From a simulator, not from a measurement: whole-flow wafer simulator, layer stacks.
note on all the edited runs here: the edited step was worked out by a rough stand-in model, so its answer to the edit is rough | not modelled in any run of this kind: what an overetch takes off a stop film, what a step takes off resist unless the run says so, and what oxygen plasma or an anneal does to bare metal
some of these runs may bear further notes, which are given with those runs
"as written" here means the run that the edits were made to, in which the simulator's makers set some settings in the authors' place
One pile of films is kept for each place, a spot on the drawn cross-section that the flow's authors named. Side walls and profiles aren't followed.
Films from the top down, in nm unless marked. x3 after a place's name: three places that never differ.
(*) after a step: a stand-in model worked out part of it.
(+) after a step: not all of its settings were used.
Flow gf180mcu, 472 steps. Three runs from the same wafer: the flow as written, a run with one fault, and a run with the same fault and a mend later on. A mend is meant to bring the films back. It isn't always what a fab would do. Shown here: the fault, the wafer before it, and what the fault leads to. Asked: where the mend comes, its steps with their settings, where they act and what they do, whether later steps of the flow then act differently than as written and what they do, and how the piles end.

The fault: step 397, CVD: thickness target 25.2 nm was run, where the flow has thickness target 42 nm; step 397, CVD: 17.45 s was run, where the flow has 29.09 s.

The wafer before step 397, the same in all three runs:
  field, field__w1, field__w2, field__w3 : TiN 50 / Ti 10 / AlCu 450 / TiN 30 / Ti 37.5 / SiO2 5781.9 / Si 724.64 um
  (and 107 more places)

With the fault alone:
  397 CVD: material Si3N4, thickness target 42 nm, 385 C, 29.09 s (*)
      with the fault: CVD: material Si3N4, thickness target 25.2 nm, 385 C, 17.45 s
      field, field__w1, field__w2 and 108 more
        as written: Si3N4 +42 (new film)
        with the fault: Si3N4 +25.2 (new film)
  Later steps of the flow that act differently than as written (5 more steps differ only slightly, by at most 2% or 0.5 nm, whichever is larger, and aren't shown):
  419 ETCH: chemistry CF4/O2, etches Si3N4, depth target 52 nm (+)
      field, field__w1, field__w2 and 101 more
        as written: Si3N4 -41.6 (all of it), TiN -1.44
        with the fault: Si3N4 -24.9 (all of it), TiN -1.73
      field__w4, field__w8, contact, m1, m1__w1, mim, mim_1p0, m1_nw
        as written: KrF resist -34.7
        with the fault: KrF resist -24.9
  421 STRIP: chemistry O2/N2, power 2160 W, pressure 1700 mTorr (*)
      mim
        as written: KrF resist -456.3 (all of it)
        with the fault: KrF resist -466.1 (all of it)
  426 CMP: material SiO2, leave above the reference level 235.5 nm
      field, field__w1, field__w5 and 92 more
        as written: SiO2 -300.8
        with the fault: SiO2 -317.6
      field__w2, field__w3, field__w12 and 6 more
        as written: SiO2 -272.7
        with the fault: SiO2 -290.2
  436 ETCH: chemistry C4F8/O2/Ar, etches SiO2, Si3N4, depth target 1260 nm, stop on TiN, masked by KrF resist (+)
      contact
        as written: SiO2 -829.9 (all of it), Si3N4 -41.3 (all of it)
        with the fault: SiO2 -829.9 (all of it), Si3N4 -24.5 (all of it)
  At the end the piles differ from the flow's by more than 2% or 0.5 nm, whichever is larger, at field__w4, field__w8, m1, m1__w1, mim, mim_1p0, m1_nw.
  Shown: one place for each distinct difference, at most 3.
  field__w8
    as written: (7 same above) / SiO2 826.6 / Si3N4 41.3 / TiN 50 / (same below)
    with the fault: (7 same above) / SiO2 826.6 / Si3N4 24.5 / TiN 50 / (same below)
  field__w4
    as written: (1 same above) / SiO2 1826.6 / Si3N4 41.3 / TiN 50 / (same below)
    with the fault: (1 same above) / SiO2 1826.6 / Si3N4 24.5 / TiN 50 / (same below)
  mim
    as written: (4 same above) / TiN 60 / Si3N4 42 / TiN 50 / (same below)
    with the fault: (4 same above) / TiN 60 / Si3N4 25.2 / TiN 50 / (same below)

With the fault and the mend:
  The mend comes after step 397.
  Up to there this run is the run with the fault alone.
  397a CVD: material Si3N4, thickness target 16.8 nm, 385 C, 11.63 s (the flow's step 397 once more, with other settings)
      field, field__w1, field__w2 and 108 more
        Si3N4 +16.8
  No later step of the flow acts differently than as written, at any place that is followed, by more than 2% or 0.5 nm, whichever is larger.
  At the end the piles differ from the flow's only slightly at the places that both follow, by at most 2% or 0.5 nm, whichever is larger.
